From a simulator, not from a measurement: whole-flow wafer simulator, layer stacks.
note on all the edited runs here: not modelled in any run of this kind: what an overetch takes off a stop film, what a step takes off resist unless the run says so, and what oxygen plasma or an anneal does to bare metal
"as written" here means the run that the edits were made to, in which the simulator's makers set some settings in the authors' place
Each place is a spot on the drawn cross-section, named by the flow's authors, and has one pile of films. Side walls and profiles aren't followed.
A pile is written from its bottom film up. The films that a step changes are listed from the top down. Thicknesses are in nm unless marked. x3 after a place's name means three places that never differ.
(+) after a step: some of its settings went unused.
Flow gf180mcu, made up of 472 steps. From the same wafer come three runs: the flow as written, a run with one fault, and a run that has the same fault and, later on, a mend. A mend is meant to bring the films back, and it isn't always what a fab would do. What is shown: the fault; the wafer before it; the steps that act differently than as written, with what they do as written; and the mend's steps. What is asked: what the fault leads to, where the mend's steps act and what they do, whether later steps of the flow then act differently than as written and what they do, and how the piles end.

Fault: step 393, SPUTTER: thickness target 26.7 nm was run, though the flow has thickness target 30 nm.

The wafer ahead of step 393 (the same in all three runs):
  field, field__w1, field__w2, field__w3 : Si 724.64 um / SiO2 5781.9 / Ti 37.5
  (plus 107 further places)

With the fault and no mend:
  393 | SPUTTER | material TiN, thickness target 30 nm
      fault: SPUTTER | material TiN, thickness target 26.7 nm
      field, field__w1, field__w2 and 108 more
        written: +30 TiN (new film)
        fault: +26.7 TiN (new film)
  Steps further on in the flow that do not act as written (2 more steps, not shown, differ only slightly: by at most 2% or 0.5 nm, whichever is larger):
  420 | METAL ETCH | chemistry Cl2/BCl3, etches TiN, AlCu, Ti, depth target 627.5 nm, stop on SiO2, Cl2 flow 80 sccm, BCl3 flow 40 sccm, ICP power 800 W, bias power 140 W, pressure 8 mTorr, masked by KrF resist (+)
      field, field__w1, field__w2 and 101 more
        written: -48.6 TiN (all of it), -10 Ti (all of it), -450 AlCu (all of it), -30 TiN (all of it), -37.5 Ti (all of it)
        fault: -48.6 TiN (all of it), -10 Ti (all of it), -450 AlCu (all of it), -26.7 TiN (all of it), -37.5 Ti (all of it)
  The piles end different from the flow's at field__w4, field__w8, contact, m1, m1__w1, mim, mim_1p0, m1_nw by more than 2% or 0.5 nm, whichever is larger.
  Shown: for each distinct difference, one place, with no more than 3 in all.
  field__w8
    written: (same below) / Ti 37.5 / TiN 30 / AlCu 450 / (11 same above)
    fault: (same below) / Ti 37.5 / TiN 26.7 / AlCu 450 / (11 same above)
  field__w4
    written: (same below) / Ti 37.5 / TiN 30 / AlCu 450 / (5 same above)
    fault: (same below) / Ti 37.5 / TiN 26.7 / AlCu 450 / (5 same above)
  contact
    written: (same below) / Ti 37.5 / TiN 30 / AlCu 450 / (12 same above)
    fault: (same below) / Ti 37.5 / TiN 26.7 / AlCu 450 / (12 same above)

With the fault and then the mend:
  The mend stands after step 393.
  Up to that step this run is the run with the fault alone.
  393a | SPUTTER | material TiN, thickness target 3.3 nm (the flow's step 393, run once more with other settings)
      field, field__w1, field__w2 and 108 more
        +3.3 TiN
  Later steps of the flow that are run all act as written at every place that is followed.
  The piles end the same as the flow's at every place that both follow.
